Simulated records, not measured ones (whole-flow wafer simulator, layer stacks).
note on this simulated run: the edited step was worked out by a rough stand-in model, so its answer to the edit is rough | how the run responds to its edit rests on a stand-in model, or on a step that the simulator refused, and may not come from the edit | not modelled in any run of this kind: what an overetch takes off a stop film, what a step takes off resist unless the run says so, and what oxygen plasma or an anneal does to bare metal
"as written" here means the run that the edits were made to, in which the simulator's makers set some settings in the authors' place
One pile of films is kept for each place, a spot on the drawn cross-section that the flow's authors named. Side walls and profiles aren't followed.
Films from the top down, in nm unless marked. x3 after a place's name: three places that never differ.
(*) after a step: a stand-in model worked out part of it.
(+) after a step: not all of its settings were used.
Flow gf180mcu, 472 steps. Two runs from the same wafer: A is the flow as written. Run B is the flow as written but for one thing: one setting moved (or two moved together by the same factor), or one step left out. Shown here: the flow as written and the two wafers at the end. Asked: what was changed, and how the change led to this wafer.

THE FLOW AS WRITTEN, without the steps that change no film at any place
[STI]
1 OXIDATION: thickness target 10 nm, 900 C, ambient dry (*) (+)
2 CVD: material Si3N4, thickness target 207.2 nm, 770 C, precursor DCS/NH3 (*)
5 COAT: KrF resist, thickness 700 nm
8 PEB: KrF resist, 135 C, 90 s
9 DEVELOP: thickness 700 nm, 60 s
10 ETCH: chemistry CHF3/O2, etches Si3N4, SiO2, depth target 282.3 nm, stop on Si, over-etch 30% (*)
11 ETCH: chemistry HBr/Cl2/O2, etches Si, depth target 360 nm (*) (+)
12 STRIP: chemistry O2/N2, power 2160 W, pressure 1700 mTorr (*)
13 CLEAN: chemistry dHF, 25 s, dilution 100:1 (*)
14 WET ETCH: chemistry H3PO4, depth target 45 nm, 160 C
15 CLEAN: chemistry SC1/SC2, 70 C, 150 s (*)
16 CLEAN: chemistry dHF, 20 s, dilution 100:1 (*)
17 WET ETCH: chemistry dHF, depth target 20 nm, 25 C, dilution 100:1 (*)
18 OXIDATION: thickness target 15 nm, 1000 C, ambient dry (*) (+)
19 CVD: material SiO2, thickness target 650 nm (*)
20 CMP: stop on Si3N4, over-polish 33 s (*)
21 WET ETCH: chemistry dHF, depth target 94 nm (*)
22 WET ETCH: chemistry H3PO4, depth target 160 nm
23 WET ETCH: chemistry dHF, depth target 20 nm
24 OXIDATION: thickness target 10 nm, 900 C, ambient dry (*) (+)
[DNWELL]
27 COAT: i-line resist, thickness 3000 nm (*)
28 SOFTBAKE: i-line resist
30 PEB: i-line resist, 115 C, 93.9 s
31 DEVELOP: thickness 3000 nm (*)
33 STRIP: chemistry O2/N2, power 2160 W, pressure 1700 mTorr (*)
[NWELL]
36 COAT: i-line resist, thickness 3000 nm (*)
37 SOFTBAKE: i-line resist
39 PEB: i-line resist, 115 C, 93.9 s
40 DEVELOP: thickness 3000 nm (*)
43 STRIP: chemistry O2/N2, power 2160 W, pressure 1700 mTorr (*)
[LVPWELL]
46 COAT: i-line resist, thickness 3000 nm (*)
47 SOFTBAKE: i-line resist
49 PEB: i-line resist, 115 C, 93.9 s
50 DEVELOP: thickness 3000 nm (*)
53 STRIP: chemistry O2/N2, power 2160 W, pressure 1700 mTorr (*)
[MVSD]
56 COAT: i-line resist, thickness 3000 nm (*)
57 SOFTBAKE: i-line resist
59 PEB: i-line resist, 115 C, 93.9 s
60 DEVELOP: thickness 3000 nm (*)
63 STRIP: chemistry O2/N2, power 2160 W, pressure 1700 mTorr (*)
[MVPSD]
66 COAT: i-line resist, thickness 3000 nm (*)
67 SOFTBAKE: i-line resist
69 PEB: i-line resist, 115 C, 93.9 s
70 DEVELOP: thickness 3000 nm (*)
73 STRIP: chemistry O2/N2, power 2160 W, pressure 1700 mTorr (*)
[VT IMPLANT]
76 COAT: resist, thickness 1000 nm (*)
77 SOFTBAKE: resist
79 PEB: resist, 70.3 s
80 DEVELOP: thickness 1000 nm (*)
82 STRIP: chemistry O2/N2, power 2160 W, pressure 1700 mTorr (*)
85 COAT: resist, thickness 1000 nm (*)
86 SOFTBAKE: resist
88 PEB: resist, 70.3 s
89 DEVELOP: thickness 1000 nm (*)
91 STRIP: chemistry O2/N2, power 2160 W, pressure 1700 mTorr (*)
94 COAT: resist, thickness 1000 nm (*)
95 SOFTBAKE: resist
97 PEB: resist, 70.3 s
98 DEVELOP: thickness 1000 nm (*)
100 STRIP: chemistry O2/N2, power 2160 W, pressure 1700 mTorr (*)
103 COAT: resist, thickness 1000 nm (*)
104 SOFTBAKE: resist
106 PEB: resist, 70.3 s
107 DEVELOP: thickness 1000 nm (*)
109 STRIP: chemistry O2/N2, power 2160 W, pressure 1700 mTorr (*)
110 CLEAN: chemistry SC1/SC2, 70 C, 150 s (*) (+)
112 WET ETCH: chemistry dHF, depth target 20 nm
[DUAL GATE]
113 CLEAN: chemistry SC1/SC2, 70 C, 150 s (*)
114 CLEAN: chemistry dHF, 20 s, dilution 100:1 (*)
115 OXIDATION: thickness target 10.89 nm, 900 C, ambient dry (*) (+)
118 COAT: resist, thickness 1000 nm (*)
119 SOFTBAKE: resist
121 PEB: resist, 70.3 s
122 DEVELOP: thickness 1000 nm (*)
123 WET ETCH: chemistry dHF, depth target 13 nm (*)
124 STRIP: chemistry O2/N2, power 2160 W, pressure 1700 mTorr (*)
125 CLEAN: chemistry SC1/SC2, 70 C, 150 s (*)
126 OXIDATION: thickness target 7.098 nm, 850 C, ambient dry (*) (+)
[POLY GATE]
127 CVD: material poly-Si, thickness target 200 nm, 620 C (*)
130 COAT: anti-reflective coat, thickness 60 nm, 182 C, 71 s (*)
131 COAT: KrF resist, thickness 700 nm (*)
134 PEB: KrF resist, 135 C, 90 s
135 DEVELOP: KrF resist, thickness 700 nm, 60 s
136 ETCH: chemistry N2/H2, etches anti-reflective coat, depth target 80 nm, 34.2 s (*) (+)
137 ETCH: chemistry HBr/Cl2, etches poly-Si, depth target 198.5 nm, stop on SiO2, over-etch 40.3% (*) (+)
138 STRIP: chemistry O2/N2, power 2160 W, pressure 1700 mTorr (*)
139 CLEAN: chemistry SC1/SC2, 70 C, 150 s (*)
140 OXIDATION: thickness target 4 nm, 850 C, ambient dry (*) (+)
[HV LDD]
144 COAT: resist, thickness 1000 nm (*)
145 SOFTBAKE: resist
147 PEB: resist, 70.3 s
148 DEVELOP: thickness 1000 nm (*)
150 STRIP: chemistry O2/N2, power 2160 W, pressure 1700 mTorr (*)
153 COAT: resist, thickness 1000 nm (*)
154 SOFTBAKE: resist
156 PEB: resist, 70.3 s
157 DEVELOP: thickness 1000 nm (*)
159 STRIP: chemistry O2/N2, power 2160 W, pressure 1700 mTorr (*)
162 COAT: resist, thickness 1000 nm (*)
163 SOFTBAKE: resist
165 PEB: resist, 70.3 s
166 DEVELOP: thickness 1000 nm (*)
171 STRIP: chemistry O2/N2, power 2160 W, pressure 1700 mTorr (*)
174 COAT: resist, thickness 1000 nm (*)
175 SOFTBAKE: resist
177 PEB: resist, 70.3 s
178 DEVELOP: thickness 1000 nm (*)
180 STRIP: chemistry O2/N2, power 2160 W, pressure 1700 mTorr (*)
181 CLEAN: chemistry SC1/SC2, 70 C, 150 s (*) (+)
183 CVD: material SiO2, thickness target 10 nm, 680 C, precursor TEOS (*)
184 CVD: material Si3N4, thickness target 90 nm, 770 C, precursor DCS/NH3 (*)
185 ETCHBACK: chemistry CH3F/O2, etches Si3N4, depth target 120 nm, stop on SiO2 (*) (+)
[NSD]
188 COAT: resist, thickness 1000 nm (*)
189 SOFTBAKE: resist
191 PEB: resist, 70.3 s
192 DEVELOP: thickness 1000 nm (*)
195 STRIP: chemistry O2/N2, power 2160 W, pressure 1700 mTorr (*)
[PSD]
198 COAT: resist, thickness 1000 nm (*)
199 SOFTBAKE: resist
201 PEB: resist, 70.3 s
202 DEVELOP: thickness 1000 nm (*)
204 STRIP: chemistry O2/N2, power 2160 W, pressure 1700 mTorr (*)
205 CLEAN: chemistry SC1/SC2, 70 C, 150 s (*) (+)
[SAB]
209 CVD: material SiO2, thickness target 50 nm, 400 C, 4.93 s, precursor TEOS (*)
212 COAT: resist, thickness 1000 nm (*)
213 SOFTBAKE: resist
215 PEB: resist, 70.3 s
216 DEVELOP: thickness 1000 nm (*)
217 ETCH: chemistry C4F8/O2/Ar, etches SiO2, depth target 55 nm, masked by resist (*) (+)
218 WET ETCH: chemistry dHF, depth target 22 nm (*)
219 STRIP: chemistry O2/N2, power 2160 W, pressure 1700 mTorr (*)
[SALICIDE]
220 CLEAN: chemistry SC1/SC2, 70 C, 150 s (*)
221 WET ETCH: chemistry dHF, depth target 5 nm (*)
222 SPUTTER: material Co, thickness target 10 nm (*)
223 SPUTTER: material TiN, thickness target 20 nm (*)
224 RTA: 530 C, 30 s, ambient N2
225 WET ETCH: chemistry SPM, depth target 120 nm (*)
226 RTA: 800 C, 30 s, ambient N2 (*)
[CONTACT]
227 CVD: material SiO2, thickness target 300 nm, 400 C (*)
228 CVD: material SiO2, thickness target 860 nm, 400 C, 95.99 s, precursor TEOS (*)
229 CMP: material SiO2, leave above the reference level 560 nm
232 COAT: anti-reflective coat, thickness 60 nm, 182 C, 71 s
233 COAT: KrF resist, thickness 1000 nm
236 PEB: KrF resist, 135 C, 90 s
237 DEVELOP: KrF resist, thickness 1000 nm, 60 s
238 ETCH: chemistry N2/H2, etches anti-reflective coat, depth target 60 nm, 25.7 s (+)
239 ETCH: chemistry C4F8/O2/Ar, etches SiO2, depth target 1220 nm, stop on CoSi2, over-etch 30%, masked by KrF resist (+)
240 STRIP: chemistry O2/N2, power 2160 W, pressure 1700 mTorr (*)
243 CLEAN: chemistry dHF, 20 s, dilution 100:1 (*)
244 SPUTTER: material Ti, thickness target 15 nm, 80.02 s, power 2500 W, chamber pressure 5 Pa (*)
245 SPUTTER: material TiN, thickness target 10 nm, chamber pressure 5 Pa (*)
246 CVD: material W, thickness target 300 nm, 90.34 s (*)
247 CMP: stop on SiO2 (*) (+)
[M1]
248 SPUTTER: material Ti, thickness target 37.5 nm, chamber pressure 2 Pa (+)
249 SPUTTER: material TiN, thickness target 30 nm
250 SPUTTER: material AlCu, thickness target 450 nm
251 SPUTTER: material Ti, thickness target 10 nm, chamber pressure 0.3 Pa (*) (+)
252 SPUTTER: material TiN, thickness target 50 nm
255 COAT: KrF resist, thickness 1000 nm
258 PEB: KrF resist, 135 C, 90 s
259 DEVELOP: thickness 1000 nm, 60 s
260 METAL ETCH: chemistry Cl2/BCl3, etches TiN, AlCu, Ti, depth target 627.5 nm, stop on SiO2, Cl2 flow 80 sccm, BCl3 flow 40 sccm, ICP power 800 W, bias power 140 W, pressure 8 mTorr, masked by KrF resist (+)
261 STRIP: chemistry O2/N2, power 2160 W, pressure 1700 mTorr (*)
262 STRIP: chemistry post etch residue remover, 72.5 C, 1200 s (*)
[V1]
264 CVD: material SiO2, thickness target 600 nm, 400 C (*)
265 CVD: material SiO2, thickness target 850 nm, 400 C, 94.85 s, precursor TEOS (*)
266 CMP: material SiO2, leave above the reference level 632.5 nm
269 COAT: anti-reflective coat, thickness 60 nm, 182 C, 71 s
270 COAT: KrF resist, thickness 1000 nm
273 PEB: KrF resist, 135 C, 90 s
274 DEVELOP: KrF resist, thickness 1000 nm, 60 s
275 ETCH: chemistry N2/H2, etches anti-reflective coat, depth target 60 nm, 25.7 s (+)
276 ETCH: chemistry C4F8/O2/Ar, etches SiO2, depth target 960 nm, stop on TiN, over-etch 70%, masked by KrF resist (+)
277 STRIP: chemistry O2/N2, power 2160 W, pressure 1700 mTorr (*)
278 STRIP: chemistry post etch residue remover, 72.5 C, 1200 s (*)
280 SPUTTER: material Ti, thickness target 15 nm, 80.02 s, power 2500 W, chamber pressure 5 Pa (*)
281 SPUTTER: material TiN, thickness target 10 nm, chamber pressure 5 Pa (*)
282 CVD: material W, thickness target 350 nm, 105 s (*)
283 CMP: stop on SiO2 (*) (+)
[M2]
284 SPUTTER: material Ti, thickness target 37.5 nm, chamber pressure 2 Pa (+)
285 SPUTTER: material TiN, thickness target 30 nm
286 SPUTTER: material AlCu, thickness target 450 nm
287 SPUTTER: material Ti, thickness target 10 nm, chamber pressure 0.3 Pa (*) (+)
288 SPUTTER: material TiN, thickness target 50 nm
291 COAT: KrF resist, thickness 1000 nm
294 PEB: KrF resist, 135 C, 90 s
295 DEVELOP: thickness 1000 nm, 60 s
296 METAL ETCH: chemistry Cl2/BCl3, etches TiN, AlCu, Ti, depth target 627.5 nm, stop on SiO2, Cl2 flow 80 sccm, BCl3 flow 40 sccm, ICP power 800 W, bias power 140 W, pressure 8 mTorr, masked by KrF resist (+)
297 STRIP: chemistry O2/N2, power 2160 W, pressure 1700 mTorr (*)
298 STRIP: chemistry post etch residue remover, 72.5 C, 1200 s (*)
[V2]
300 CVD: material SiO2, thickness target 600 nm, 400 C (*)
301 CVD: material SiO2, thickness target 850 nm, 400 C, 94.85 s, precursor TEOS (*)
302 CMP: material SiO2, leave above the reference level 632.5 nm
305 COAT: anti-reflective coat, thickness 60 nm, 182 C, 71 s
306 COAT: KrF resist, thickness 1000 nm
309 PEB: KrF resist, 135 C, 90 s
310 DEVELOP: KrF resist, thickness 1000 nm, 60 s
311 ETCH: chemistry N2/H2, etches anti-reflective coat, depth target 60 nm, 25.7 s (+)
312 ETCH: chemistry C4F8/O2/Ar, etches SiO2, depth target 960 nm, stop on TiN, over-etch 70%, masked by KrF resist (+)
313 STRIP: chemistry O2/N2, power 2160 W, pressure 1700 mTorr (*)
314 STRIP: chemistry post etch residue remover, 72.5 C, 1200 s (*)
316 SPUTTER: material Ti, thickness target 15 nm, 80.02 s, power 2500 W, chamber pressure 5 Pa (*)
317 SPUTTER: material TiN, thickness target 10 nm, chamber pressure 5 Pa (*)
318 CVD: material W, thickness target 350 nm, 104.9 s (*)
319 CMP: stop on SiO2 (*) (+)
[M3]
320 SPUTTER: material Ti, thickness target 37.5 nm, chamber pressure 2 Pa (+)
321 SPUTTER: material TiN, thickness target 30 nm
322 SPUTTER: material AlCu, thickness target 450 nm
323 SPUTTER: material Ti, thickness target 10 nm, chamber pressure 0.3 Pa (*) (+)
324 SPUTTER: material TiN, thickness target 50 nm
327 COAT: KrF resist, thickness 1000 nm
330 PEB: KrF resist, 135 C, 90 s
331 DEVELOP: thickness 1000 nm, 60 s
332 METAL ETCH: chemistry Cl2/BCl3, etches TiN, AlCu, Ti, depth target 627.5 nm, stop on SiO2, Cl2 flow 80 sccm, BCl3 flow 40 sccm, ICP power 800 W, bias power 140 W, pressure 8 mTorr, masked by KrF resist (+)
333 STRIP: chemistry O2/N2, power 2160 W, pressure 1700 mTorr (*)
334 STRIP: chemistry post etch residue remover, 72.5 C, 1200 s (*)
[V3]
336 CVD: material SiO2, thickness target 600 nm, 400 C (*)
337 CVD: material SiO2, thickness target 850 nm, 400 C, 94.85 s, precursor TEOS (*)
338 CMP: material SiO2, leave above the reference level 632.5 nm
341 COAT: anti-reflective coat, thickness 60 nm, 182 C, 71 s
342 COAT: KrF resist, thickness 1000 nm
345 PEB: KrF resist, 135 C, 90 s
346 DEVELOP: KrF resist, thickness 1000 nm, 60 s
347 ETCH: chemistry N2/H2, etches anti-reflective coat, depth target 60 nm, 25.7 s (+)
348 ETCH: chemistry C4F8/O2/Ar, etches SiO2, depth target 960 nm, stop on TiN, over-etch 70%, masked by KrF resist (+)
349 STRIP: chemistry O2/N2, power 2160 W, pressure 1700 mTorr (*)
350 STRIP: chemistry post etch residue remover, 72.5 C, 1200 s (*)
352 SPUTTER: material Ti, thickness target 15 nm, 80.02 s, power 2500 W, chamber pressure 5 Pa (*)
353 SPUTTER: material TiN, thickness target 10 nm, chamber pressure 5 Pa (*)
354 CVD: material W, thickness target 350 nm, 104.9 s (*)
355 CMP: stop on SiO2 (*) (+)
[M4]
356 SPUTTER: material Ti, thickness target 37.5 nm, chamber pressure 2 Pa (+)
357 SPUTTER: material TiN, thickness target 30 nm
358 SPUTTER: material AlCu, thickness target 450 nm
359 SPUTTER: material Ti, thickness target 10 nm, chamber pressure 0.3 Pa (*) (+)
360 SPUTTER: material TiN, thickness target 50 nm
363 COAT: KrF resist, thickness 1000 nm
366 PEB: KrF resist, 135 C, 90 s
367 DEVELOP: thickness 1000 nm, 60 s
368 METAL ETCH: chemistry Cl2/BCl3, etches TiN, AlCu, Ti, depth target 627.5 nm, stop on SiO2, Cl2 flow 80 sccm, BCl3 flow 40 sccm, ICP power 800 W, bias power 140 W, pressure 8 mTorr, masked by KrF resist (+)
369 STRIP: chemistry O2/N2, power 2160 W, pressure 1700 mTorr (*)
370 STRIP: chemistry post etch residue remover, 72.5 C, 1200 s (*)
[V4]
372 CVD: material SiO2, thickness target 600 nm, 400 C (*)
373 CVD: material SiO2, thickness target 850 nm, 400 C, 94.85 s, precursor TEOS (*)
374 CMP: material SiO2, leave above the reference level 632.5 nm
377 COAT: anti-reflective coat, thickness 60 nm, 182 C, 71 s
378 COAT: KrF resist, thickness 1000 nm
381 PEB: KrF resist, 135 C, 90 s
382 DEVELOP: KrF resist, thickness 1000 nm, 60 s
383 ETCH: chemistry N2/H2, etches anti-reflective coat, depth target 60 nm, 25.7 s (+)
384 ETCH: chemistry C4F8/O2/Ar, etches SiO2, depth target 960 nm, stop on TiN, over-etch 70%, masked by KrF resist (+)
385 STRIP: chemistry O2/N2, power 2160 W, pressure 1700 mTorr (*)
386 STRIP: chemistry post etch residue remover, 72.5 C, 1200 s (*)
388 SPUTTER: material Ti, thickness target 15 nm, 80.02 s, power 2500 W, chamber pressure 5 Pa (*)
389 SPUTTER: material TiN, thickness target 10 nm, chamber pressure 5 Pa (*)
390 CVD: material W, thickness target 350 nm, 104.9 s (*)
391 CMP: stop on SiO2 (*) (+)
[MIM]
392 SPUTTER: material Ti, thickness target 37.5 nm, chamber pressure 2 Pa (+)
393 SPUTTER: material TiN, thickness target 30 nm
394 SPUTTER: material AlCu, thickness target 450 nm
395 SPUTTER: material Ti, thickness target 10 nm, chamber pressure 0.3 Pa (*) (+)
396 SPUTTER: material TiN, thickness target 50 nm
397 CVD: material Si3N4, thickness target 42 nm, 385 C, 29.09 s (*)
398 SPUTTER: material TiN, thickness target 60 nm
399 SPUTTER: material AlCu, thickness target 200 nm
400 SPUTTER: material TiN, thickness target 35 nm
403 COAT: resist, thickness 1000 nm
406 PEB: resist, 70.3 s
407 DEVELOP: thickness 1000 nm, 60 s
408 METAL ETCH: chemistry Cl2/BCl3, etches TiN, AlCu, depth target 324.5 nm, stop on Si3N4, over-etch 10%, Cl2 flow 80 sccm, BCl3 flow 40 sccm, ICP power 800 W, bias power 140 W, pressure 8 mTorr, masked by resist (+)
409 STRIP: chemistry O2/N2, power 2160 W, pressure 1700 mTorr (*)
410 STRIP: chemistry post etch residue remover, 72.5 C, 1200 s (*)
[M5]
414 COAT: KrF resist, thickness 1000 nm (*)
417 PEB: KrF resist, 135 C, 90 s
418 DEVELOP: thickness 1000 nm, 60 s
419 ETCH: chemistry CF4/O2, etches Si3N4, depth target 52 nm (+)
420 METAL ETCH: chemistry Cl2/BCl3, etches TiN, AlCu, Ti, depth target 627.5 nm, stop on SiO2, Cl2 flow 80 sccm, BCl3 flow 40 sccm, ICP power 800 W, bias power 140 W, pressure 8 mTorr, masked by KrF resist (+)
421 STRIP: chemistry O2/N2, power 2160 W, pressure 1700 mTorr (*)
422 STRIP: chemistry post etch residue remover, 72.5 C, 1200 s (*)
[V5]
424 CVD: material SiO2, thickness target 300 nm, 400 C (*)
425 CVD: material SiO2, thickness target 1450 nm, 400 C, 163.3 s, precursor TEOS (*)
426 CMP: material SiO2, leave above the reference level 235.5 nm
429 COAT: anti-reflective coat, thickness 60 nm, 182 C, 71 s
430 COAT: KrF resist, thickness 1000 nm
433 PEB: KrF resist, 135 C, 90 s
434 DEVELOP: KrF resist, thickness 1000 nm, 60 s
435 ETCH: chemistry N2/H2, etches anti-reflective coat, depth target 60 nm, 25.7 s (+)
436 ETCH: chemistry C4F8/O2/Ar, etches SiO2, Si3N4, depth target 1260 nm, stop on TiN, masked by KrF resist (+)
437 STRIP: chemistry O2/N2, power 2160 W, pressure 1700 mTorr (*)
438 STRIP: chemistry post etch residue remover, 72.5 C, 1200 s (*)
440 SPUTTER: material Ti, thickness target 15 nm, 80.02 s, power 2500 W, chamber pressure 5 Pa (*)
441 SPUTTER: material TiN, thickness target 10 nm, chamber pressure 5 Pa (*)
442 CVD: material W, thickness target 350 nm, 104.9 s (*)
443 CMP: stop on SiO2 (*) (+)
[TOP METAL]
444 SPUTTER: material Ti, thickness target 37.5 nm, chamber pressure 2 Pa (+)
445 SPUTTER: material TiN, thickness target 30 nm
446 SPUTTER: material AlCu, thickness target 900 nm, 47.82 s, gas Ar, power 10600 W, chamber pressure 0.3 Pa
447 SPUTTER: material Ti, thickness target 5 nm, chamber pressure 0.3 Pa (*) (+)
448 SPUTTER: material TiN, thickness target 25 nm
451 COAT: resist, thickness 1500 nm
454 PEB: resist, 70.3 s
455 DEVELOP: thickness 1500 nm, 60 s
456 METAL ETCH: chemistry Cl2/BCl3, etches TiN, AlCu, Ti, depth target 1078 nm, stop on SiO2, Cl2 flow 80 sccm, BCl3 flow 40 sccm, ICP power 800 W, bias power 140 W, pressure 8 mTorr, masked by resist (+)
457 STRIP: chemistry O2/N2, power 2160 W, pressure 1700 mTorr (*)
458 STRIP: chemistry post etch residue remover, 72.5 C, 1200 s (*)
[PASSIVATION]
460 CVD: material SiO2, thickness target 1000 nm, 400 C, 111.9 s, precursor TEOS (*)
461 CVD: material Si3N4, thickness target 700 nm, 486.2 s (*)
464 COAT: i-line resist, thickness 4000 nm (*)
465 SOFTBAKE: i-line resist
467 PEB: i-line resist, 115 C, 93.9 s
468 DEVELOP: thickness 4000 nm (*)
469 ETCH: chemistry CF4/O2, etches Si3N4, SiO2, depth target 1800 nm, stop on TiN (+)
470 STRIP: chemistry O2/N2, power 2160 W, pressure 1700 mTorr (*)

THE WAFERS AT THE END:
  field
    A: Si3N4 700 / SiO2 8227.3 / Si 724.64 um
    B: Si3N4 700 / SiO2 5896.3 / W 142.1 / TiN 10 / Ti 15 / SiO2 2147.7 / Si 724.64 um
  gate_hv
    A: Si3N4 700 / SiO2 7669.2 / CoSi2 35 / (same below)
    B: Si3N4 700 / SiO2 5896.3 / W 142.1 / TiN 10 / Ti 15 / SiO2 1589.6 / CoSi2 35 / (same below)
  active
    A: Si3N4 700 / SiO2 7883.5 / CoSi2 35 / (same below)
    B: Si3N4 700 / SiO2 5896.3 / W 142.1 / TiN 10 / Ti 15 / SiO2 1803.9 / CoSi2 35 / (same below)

The cause: step 265, CVD: thickness target 340 nm was run, where the flow has thickness target 850 nm; step 265, CVD: 37.94 s was run, where the flow has 94.85 s.

How the change led to this, step by step:
  265 CVD: material SiO2, thickness target 850 nm, 400 C, 94.85 s, precursor TEOS (*)
      field, field__w1, field__w2 and 108 more: A SiO2 +850 | B SiO2 +350.7
  266 CMP: material SiO2, leave above the reference level 632.5 nm
      field, field__w1, field__w2 and 99 more: A SiO2 -300 | B nothing
      field__w8, contact, m1 and 6 more: A SiO2 -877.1 | B SiO2 -377.7
  269 COAT: anti-reflective coat, thickness 60 nm, 182 C, 71 s
      p_well, sti, spacer, sd_n, mim_1p0, pad, dice_street: A anti-reflective coat +60 (new film) | B anti-reflective coat +61.4 (new film)
      active_hv, nw_enc_fld_lv: A anti-reflective coat +60 (new film) | B anti-reflective coat +42 (new film)
      (and at 22 more places)
  270 COAT: KrF resist, thickness 1000 nm
      contact, m1_nw: A KrF resist +1000 (new film) | B KrF resist +890.4 (new film)
      field: A KrF resist +1000 (new film) | B KrF resist +959.3 (new film)
      (and at 11 more places)
  273 PEB: KrF resist, 135 C, 90 s
      contact, m1_nw: A KrF resist -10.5 | B KrF resist -8.82
      n_well: A KrF resist -10.5 | B KrF resist -9.47
      (and at 4 more places)
  274 DEVELOP: KrF resist, thickness 1000 nm, 60 s
      contact: A KrF resist -989.5 (all of it) | B KrF resist -881.6 (all of it)
  275 ETCH: chemistry N2/H2, etches anti-reflective coat, depth target 60 nm, 25.7 s (+)
      contact: A anti-reflective coat -60 (all of it), SiO2 -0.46 | B anti-reflective coat -18.2 (all of it), SiO2 -1.53
  277 STRIP: chemistry O2/N2, power 2160 W, pressure 1700 mTorr (*)
      p_well, sti, spacer, sd_n, mim_1p0, pad, dice_street: A KrF resist -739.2 (all of it), anti-reflective coat -60 (all of it) | B KrF resist -739.6 (all of it), anti-reflective coat -61.4 (all of it)
      field: A KrF resist -739.2 (all of it), anti-reflective coat -60 (all of it) | B KrF resist -698.9 (all of it), anti-reflective coat -153.4 (all of it)
      (and at 22 more places)
  280 SPUTTER: material Ti, thickness target 15 nm, 80.02 s, power 2500 W, chamber pressure 5 Pa (*)
      contact: A Ti +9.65 (new film) | B Ti +10.9 (new film)
  281 SPUTTER: material TiN, thickness target 10 nm, chamber pressure 5 Pa (*)
      contact: A TiN +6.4 (new film) | B TiN +7.23 (new film)
  282 CVD: material W, thickness target 350 nm, 105 s (*)
      contact: A W +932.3 (new film) | B W +730.9 (new film)
  283 CMP: stop on SiO2 (*) (+)
      field, field__w1, field__w2 and 99 more: A W -350 (all of it), TiN -10 (all of it), Ti -15 (all of it), SiO2 -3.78 | B W -195.7
      field__w8, m1, m1__w1, polyc_n, polyc_n_rim, polyc_p, polyc_p_rim, m1_nw: A W -350 (all of it), TiN -10 (all of it), Ti -15 (all of it), SiO2 -3.78 | B W -350 (all of it), TiN -10 (all of it), Ti -15 (all of it), SiO2 -20
      (and at 1 more place)
  296 METAL ETCH: chemistry Cl2/BCl3, etches TiN, AlCu, Ti, depth target 627.5 nm, stop on SiO2, Cl2 flow 80 sccm, BCl3 flow 40 sccm, ICP power 800 W, bias power 140 W, pressure 8 mTorr, masked by KrF resist (+)
      field, field__w1, field__w2 and 99 more: A TiN -50 (all of it), Ti -10 (all of it), AlCu -450 (all of it), TiN -30 (all of it), Ti -37.5 (all of it) | B TiN -50 (all of it), Ti -10 (all of it), AlCu -450 (all of it), TiN -30 (all of it), Ti -37.5 (all of it), W -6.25
  298 STRIP: chemistry post etch residue remover, 72.5 C, 1200 s (*)
      field, field__w1, field__w2 and 99 more: A nothing | B W -6.01
  300 CVD: material SiO2, thickness target 600 nm, 400 C (*)
      field, field__w1, field__w2 and 99 more: A SiO2 +600 | B SiO2 +600 (new film)
  302 CMP: material SiO2, leave above the reference level 632.5 nm
      field, field__w1, field__w2 and 99 more: A SiO2 -300 | B SiO2 -287.7
Counting metal films that touch as one body, field has 1 body; the flow as written gives 0 bodies.
Counting metal films that touch as one body, gate_hv has 2 bodies (between them, from the top down: SiO2 1589.6); the flow as written gives 1 body.
Counting metal films that touch as one body, active has 2 bodies (between them, from the top down: SiO2 1803.9); the flow as written gives 1 body.
